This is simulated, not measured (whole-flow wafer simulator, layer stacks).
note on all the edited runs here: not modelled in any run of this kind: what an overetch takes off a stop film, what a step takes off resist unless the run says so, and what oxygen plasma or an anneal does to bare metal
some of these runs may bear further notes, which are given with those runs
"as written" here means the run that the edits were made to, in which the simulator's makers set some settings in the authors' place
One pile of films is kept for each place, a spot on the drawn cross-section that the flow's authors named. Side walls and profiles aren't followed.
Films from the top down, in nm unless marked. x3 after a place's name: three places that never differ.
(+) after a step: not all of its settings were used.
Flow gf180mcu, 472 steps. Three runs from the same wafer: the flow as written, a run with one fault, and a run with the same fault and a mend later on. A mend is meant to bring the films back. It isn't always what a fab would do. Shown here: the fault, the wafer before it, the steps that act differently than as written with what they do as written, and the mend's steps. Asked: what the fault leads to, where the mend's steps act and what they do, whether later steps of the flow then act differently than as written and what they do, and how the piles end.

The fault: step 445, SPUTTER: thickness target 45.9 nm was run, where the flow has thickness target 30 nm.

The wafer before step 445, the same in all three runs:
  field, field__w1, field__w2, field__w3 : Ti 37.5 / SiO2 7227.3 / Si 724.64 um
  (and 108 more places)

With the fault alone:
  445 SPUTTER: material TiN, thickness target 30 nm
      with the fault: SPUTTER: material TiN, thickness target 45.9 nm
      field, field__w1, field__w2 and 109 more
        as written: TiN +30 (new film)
        with the fault: TiN +45.9 (new film)
  Later steps of the flow that act differently than as written (4 more steps differ only slightly, by at most 2% or 0.5 nm, whichever is larger, and aren't shown):
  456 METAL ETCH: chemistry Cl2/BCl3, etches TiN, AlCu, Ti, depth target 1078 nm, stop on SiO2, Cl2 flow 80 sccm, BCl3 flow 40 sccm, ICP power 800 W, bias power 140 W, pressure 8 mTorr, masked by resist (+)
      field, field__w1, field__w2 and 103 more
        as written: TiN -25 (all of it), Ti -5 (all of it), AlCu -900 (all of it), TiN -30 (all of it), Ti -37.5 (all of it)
        with the fault: TiN -25 (all of it), Ti -5 (all of it), AlCu -900 (all of it), TiN -45.9 (all of it), Ti -37.5 (all of it)
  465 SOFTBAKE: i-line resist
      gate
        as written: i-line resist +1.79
        with the fault: i-line resist -0.23
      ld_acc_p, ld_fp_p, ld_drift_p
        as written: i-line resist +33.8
        with the fault: i-line resist +27.6
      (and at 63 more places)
  At the end the piles differ from the flow's by more than 2% or 0.5 nm, whichever is larger, at field__w8, contact, m1, m1__w1, pad, m1_nw.
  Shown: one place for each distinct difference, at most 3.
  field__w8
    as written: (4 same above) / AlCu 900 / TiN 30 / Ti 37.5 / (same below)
    with the fault: (4 same above) / AlCu 900 / TiN 45.9 / Ti 37.5 / (same below)
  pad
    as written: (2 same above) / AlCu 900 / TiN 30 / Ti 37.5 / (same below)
    with the fault: (2 same above) / AlCu 900 / TiN 45.9 / Ti 37.5 / (same below)

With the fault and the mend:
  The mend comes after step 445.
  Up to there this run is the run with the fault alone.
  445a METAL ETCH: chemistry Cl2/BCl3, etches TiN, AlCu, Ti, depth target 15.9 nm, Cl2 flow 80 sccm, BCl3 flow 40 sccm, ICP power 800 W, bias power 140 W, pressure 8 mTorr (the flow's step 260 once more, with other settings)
      field, field__w1, field__w2 and 109 more
        TiN -15.9
  No later step of the flow acts differently than as written at any place that is followed.
  At the end the piles are the same as the flow's at every place that both follow.
